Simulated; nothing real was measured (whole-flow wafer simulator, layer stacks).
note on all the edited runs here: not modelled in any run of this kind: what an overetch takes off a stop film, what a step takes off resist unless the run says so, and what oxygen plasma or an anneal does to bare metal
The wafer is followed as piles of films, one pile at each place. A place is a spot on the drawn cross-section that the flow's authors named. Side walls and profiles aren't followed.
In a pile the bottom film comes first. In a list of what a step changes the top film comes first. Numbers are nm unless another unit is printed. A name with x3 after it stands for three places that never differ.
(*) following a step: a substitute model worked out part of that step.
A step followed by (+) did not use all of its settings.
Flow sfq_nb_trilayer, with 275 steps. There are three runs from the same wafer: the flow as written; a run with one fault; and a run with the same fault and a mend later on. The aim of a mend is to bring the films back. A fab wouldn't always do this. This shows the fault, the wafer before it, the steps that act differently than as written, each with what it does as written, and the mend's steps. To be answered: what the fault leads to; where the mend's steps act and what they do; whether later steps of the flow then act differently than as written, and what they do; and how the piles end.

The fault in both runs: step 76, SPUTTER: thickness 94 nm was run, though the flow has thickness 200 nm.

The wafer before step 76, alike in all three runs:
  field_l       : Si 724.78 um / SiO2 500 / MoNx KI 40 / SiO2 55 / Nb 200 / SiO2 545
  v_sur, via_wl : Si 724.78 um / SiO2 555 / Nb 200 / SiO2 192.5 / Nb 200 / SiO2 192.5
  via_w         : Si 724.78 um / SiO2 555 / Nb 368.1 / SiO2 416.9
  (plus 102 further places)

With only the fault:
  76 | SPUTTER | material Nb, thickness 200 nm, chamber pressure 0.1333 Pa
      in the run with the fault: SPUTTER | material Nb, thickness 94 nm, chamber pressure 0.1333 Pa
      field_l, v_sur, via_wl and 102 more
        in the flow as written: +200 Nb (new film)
        in the run with the fault: +94 Nb (new film)
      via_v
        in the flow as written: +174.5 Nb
        in the run with the fault: +82.8 Nb
  Steps later in the flow that act otherwise than as written (4 other steps are not shown; they differ only slightly, by no more than 2% or 0.5 nm, whichever is larger):
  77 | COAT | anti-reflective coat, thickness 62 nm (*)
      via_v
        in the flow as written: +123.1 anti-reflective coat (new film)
        in the run with the fault: +118.7 anti-reflective coat (new film)
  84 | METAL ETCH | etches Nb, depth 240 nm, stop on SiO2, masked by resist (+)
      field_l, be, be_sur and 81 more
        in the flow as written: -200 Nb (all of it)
        in the run with the fault: -94 Nb (all of it)
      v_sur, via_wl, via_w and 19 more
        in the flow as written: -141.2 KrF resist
        in the run with the fault: -82.9 KrF resist
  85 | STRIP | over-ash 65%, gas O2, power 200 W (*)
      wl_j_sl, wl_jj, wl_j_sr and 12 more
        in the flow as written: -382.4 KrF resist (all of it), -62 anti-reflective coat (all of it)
        in the run with the fault: -440.6 KrF resist (all of it), -62 anti-reflective coat (all of it)
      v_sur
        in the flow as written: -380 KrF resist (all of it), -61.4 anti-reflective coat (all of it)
        in the run with the fault: -438.4 KrF resist (all of it), -61.4 anti-reflective coat (all of it)
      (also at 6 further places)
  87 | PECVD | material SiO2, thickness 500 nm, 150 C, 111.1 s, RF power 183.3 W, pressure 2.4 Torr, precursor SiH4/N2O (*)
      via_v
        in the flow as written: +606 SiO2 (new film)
        in the run with the fault: +580.1 SiO2 (new film)
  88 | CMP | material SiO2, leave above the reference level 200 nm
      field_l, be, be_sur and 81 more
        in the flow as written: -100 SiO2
        in the run with the fault: -206 SiO2
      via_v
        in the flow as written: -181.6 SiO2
        in the run with the fault: -170 SiO2
  At field_l, v_sur, via_wl and 103 more, the piles at the end differ from the flow's by more than 2% or 0.5 nm, whichever is larger.
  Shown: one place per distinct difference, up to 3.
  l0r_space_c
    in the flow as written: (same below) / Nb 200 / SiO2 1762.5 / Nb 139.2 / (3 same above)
    in the run with the fault: (same below) / Nb 200 / SiO2 1656.5 / Nb 139.2 / (3 same above)
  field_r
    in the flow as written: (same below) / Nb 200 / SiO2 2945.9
    in the run with the fault: (same below) / Nb 200 / SiO2 2839.9
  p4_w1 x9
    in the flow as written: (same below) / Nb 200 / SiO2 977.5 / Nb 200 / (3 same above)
    in the run with the fault: (same below) / Nb 200 / SiO2 871.5 / Nb 200 / (3 same above)

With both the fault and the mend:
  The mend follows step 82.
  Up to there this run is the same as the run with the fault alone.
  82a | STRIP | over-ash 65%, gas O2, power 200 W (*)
      p4_fl x3, p4_w1 x9, p4_g1 x2 and 48 more
        -62 anti-reflective coat (all of it)
      wl_j_sl, wl_jj, wl_j_sr and 12 more
        -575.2 KrF resist (all of it), -62 anti-reflective coat (all of it)
      moat, field_r, lsp_l and 6 more
        -61.8 anti-reflective coat (all of it)
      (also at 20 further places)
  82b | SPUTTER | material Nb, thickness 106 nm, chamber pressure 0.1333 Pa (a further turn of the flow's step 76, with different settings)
      field_l, v_sur, via_wl and 102 more
        +106 Nb
      via_v
        +87.4 Nb
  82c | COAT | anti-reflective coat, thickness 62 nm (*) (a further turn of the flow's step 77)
      p4_fl x3, p4_w1 x9, p4_g1 x2 and 63 more
        +62 anti-reflective coat (new film)
      moat, field_r, lsp_l and 6 more
        +61.8 anti-reflective coat (new film)
      be_r, r_sur, res, r_end
        +61.7 anti-reflective coat (new film)
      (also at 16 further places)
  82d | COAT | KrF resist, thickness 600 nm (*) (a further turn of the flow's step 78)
      p4_fl x3, p4_w1 x9, p4_g1 x2 and 63 more
        +600 KrF resist (new film)
      field_r, lsp_l, ln_m5, l0v
        +599.5 KrF resist (new film)
      lsp_m, ln_m6, lsp_r, l0_sur
        +599.6 KrF resist (new film)
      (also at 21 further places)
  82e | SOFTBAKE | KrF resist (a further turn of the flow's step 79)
      leaves every film unchanged at each place that is followed
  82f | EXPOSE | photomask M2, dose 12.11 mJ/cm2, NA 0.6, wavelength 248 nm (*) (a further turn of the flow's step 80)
      leaves every film unchanged at each place that is followed
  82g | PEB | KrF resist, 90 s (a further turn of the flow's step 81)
      field_l, v_sur, via_wl and 97 more
        -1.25 KrF resist
      via_w, via_wr, via_sp, wire, be
        -1.24 KrF resist
      via_v
        -1.6 KrF resist
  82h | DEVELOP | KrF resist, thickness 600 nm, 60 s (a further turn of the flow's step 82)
      p4_fl x3, p4_w1 x9, p4_g1 x2 and 48 more
        -598.7 KrF resist (all of it)
      v_sur, via_wl, via_w and 19 more
        -23.5 KrF resist
      lsp_l, ln_m5, lsp_m, ln_m6, lsp_r, l0_sur, l0v
        -598.3 KrF resist (all of it)
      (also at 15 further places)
  None of the later steps of the flow differs from how it acts as written, at any place that is followed, by more than 2% or 0.5 nm, whichever is larger.
  At the end the piles are close to the flow's at the places that both follow, differing by at most 2% or 0.5 nm, whichever is larger.
